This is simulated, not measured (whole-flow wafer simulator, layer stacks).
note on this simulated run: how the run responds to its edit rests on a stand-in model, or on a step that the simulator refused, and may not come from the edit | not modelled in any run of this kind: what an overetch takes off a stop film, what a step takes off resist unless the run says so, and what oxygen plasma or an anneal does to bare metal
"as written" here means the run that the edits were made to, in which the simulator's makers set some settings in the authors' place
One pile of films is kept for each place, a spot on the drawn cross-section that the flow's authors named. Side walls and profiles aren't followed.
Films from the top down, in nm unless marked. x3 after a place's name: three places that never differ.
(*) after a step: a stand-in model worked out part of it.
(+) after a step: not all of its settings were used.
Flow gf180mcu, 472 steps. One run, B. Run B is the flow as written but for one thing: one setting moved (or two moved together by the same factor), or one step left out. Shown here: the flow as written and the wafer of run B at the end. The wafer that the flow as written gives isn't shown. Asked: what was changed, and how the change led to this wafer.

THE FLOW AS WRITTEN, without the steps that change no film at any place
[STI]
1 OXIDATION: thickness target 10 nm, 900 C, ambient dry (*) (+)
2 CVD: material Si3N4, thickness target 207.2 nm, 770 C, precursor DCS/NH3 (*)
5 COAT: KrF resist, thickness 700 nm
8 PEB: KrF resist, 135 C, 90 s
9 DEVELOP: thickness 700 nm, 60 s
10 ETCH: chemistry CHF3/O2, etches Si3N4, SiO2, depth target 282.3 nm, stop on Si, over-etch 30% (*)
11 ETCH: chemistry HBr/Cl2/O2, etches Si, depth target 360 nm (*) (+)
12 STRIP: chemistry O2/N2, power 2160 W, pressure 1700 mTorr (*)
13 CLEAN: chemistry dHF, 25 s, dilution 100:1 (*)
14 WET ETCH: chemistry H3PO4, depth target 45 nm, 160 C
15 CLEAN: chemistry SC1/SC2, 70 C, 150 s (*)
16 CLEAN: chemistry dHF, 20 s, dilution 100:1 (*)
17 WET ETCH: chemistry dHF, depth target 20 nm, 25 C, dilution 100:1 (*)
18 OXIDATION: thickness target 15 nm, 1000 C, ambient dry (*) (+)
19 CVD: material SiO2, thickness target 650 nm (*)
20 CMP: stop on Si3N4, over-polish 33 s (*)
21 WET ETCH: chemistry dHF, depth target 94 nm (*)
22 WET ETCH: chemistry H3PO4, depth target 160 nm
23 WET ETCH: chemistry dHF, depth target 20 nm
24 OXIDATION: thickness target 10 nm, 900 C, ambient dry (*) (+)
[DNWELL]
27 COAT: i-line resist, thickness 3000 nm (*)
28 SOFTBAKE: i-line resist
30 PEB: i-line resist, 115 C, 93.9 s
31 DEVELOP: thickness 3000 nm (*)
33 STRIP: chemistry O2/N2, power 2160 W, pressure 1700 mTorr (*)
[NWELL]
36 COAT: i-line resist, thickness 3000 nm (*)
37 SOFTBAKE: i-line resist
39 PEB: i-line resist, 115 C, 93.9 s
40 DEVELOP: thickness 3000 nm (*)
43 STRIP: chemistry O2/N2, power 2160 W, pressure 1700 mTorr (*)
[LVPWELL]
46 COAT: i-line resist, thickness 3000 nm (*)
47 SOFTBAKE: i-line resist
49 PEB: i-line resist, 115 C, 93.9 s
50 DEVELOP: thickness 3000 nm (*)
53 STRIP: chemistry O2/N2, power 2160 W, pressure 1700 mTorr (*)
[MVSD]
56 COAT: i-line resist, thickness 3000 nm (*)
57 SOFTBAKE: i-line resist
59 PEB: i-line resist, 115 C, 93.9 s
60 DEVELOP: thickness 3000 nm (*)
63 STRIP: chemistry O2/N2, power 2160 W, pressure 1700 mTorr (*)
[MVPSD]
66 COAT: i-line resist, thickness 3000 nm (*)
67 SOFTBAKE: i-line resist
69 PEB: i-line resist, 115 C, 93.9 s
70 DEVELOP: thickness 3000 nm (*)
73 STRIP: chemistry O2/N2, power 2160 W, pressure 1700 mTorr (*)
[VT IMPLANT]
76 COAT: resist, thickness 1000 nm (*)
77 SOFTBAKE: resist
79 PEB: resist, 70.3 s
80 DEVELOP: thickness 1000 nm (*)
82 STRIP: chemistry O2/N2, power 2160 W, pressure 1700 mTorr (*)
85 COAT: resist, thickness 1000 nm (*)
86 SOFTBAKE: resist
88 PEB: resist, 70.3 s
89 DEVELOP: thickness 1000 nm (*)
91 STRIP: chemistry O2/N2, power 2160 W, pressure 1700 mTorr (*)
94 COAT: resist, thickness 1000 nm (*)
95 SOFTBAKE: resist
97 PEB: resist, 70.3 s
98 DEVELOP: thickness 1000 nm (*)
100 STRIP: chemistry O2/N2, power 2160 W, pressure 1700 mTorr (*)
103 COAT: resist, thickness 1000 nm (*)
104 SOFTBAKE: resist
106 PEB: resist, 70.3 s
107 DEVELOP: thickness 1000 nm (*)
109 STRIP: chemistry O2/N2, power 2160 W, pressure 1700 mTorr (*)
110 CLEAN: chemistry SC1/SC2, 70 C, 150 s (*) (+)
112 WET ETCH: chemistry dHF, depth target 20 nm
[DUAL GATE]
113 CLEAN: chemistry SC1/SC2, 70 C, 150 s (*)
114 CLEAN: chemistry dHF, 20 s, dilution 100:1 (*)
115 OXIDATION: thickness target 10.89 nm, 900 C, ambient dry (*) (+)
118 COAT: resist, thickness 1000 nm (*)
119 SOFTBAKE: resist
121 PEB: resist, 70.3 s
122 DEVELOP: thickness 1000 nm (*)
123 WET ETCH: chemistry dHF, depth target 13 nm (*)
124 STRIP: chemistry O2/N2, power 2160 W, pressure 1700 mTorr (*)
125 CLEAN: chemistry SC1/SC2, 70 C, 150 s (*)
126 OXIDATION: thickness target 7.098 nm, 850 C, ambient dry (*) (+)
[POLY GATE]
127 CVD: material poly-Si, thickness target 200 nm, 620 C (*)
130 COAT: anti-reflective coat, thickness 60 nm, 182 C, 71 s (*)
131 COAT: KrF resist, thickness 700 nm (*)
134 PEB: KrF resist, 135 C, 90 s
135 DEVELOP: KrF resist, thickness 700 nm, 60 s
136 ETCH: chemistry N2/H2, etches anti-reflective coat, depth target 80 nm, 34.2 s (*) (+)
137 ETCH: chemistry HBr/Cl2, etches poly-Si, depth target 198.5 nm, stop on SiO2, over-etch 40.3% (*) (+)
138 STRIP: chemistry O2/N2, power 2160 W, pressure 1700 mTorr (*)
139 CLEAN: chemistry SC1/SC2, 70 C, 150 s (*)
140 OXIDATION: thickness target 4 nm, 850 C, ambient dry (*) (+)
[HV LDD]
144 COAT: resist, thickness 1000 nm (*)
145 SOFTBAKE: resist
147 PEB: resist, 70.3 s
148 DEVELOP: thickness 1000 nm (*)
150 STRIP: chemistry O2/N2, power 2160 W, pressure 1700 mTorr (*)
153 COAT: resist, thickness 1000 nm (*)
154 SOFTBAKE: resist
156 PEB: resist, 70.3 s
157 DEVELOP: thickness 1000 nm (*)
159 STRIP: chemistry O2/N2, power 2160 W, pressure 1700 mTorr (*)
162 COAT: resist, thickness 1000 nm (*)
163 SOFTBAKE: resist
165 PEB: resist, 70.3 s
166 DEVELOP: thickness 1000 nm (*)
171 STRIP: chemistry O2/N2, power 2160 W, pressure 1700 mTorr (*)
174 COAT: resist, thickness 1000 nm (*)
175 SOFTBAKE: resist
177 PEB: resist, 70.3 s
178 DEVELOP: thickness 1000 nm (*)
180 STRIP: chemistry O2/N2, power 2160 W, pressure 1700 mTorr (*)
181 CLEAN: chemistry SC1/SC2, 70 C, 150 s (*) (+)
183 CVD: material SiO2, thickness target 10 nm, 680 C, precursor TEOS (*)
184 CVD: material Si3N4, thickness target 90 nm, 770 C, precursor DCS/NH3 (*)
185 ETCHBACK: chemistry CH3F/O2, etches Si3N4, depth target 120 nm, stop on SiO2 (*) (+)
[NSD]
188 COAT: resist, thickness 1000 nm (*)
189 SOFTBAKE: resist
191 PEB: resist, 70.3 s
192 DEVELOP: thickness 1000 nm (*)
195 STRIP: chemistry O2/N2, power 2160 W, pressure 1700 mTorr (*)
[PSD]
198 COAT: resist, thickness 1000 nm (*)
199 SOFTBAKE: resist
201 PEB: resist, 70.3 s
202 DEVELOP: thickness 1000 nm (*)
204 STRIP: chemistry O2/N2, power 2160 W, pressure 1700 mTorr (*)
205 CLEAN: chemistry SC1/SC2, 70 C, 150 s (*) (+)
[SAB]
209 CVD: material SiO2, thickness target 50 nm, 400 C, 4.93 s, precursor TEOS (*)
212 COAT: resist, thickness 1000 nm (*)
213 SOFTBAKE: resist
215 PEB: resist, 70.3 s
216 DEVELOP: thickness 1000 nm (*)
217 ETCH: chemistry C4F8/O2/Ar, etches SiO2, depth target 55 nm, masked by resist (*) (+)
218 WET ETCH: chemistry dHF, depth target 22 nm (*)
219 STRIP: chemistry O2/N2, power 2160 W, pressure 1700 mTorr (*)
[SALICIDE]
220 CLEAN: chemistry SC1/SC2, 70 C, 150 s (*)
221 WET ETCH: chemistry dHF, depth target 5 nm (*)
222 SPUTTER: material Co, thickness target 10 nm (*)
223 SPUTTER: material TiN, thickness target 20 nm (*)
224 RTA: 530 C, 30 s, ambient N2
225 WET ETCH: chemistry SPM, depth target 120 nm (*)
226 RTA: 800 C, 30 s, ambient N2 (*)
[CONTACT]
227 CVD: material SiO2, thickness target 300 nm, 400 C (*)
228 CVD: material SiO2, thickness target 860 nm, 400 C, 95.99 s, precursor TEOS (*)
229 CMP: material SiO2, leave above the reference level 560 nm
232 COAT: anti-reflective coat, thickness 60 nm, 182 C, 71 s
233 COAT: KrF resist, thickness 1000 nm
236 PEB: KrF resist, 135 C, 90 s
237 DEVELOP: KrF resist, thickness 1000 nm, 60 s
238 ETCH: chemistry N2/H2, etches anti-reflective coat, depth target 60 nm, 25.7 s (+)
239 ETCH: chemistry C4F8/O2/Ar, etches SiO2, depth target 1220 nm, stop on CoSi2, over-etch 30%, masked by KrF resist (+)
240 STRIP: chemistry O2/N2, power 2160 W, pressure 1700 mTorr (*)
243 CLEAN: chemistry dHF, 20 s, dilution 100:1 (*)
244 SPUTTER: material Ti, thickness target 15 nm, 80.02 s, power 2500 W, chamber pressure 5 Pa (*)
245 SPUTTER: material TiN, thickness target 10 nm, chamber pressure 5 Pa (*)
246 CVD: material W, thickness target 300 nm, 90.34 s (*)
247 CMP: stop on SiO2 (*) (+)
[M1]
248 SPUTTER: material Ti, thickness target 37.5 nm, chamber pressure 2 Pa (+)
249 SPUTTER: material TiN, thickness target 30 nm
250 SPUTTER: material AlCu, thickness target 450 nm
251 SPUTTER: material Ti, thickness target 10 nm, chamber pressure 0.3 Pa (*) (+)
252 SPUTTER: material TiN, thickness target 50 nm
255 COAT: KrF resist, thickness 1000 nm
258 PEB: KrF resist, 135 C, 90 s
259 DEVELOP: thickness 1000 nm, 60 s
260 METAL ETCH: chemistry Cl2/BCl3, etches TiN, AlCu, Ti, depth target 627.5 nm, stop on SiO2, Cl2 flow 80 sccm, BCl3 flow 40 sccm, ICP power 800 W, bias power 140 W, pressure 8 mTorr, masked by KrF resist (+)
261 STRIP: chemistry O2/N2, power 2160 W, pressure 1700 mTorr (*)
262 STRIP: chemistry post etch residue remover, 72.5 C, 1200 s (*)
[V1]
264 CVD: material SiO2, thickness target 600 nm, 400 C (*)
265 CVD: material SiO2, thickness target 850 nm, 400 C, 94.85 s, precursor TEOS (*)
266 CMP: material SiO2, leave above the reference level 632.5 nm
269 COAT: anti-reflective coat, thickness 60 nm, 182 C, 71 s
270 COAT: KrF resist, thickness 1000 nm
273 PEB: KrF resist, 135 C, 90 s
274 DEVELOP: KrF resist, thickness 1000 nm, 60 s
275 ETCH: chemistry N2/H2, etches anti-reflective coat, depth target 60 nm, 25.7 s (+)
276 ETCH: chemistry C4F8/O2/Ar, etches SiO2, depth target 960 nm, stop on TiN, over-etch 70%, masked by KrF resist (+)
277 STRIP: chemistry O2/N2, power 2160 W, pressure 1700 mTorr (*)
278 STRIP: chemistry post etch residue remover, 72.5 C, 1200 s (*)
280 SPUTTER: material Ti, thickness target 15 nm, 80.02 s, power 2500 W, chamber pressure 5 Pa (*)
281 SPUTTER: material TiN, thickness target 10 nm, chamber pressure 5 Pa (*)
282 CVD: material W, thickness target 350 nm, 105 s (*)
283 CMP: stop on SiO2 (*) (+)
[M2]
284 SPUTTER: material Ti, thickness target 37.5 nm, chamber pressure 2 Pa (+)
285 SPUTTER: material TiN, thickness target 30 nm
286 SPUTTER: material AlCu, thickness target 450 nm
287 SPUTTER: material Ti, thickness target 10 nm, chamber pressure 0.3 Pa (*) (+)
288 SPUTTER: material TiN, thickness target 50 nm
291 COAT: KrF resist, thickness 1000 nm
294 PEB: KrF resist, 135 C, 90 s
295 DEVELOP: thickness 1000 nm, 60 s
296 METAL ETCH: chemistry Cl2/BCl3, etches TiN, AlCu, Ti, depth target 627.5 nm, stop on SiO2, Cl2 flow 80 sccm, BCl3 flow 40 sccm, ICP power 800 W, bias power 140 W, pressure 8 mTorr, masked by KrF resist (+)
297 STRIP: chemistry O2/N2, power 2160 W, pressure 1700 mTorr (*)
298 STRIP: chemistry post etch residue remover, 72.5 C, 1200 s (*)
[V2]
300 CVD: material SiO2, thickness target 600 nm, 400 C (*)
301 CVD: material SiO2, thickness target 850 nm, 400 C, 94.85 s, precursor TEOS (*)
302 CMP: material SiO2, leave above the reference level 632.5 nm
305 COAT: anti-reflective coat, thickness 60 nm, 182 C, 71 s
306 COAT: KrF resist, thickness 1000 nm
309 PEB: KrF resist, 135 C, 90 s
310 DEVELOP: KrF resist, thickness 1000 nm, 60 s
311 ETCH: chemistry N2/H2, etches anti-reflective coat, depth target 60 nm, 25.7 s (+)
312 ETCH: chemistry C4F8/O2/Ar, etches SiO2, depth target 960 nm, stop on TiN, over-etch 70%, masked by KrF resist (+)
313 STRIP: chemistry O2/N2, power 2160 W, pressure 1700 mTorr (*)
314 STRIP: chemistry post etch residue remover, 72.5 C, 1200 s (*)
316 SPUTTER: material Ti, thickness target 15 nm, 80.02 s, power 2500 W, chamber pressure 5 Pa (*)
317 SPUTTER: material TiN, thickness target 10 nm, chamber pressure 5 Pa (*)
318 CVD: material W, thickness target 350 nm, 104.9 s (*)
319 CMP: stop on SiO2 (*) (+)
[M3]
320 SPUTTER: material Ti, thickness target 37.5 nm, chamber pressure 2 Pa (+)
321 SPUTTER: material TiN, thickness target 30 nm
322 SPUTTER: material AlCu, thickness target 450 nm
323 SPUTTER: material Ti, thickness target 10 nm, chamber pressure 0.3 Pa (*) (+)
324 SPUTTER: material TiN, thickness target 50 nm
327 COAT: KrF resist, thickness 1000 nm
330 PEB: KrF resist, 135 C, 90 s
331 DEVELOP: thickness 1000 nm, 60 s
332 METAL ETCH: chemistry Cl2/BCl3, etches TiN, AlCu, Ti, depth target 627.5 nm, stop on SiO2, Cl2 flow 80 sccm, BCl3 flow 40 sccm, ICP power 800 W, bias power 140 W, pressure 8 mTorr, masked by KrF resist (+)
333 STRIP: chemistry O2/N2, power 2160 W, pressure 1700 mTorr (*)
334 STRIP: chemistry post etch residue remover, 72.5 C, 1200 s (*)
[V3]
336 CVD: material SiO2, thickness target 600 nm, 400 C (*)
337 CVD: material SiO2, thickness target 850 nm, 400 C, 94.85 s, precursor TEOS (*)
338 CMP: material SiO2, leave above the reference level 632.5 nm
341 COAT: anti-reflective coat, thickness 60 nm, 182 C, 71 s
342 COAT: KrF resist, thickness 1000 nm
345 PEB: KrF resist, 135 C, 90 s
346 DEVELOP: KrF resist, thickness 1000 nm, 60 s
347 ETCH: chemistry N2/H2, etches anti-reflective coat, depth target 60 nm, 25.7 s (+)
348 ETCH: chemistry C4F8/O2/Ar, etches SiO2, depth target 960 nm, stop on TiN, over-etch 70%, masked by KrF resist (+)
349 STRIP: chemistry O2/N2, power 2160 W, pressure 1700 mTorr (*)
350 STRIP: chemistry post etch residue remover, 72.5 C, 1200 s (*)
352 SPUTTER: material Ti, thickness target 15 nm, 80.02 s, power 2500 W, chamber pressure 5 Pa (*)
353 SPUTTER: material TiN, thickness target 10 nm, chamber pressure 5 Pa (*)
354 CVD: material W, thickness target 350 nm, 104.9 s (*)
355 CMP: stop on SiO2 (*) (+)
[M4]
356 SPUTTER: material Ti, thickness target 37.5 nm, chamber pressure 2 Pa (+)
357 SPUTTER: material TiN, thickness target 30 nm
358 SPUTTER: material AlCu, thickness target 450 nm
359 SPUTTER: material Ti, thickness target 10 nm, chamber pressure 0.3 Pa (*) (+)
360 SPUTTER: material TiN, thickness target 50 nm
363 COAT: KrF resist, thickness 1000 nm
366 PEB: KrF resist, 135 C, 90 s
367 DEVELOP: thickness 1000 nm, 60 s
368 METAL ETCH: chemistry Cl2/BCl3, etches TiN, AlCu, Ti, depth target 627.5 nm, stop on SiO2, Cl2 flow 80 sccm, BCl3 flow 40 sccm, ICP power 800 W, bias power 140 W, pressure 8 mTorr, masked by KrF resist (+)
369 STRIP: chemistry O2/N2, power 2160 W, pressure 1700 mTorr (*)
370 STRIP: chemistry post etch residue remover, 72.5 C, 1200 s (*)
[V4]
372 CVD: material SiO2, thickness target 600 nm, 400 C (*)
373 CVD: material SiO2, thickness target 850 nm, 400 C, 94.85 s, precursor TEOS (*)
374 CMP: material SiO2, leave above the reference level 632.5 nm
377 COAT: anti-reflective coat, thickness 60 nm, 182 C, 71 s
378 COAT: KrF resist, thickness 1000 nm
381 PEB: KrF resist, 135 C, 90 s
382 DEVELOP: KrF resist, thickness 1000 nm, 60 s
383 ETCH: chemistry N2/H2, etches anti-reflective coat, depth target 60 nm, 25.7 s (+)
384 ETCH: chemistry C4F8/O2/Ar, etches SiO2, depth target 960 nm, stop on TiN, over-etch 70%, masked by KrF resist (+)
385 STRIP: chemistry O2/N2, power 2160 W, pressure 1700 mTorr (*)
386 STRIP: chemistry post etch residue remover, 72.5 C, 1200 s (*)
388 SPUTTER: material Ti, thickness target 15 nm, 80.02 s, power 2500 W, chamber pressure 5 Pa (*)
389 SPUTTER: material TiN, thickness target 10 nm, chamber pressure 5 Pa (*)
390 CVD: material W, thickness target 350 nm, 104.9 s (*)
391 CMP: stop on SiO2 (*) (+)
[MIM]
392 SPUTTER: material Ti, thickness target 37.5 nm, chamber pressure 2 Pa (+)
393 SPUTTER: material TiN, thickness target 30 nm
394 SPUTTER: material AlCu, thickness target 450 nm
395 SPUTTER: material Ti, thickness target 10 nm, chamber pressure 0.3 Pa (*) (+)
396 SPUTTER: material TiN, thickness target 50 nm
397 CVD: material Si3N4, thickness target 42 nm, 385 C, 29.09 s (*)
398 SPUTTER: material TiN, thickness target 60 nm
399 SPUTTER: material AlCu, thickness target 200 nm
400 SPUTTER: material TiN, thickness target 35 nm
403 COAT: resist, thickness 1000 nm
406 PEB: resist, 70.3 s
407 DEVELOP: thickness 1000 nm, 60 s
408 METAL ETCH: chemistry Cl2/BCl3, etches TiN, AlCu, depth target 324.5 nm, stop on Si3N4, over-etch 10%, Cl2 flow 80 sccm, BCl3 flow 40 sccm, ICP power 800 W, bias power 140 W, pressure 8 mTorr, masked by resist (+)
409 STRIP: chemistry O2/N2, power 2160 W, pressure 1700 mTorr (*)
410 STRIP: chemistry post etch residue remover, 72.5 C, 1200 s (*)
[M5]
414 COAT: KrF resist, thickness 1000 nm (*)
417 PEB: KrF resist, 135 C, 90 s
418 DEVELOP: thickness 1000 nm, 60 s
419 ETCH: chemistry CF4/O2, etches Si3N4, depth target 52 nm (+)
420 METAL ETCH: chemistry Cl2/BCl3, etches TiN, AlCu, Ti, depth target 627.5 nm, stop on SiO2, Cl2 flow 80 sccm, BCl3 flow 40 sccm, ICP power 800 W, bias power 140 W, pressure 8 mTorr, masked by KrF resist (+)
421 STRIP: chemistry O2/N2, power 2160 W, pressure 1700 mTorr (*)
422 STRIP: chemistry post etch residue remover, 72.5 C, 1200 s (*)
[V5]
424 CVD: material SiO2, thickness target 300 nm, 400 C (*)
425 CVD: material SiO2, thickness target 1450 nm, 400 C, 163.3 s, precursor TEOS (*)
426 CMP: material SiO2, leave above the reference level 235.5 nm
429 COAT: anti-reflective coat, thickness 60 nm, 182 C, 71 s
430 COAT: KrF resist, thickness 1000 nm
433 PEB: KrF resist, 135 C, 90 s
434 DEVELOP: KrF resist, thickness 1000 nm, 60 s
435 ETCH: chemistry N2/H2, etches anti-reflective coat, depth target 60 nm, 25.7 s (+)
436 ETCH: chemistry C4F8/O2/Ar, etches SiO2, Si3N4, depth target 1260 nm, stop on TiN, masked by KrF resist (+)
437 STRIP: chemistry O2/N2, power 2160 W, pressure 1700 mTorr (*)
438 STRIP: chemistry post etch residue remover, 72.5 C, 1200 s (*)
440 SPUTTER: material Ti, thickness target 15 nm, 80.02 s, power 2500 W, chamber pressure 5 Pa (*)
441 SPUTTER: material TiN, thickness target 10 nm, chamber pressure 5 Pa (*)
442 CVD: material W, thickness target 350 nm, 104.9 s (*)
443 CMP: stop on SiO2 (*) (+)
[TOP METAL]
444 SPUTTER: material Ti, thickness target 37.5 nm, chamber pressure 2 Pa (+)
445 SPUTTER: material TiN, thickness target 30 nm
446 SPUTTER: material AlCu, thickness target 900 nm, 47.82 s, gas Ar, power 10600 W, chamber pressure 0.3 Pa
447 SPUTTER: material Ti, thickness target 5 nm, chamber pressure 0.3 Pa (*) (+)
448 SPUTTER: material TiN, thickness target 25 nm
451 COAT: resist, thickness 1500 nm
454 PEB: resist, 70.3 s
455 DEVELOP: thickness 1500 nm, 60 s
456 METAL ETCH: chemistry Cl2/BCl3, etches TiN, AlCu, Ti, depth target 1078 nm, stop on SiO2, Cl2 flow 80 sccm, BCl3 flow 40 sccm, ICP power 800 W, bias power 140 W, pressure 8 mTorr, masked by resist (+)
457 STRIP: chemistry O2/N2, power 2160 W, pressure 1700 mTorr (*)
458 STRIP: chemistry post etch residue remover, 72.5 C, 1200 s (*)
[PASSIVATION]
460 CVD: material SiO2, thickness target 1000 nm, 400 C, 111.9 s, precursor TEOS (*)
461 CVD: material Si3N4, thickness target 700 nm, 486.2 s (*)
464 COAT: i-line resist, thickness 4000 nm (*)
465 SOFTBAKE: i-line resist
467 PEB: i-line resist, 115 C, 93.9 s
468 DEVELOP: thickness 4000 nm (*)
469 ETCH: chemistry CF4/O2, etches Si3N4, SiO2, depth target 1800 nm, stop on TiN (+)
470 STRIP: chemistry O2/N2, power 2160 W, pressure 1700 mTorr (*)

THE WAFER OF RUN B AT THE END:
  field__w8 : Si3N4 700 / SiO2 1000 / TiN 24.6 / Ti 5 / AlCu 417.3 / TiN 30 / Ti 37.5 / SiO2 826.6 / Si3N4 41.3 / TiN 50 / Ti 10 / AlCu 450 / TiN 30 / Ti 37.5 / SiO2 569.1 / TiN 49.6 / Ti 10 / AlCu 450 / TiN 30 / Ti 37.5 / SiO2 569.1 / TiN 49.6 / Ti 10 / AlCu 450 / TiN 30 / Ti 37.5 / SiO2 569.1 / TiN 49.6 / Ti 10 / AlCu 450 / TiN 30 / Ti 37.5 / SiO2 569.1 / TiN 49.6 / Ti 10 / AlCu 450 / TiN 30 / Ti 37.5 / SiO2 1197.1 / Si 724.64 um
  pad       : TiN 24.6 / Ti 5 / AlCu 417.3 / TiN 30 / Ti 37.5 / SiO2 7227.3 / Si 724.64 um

The cause: step 446, SPUTTER: 22.71 s was run, where the flow has 47.82 s.

How the change led to this, step by step:
  446 SPUTTER: material AlCu, thickness target 900 nm, 47.82 s, gas Ar, power 10600 W, chamber pressure 0.3 Pa
      field, field__w1, field__w2 and 109 more: AlCu +417.3 (new film) (as written it would be: AlCu +900 (new film))
  456 METAL ETCH: chemistry Cl2/BCl3, etches TiN, AlCu, Ti, depth target 1078 nm, stop on SiO2, Cl2 flow 80 sccm, BCl3 flow 40 sccm, ICP power 800 W, bias power 140 W, pressure 8 mTorr, masked by resist (+)
      field, field__w1, field__w2 and 103 more: TiN -25 (all of it), Ti -5 (all of it), AlCu -417.3 (all of it), TiN -30 (all of it), Ti -37.5 (all of it) (as written it would be: TiN -25 (all of it), Ti -5 (all of it), AlCu -900 (all of it), TiN -30 (all of it), Ti -37.5 (all of it))
      field__w8, contact, m1, m1__w1, pad, m1_nw: resist -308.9 (as written it would be: resist -431)
  457 STRIP: chemistry O2/N2, power 2160 W, pressure 1700 mTorr (*)
      field__w8, contact, m1, m1__w1, pad, m1_nw: resist -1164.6 (all of it) (as written it would be: resist -1042.5 (all of it))
  464 COAT: i-line resist, thickness 4000 nm (*)
      field: i-line resist +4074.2 (new film) (as written it would be: i-line resist +4171.5 (new film))
      field__w8: i-line resist +3525.4 (new film) (as written it would be: i-line resist +3093.1 (new film))
      (and at 11 more places)
  465 SOFTBAKE: i-line resist
      gate: i-line resist -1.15 (as written it would be: i-line resist +1.79)
      field__w11, field__w13: i-line resist +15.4 (as written it would be: i-line resist +37.6)
      (and at 66 more places)
  467 PEB: i-line resist, 115 C, 93.9 s
      field__w8, m1__w1: i-line resist -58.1 (as written it would be: i-line resist -49.2)
      contact, m1: i-line resist -58.2 (as written it would be: i-line resist -49.6)
      (and at 2 more places)
  468 DEVELOP: thickness 4000 nm (*)
      pad: i-line resist -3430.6 (all of it) (as written it would be: i-line resist -2960.4 (all of it))
  470 STRIP: chemistry O2/N2, power 2160 W, pressure 1700 mTorr (*)
      field__w8, m1__w1: i-line resist -2238.7 (all of it) (as written it would be: i-line resist -1775.9 (all of it))
      contact: i-line resist -2247.1 (all of it) (as written it would be: i-line resist -1798.3 (all of it))
      (and at 2 more places)
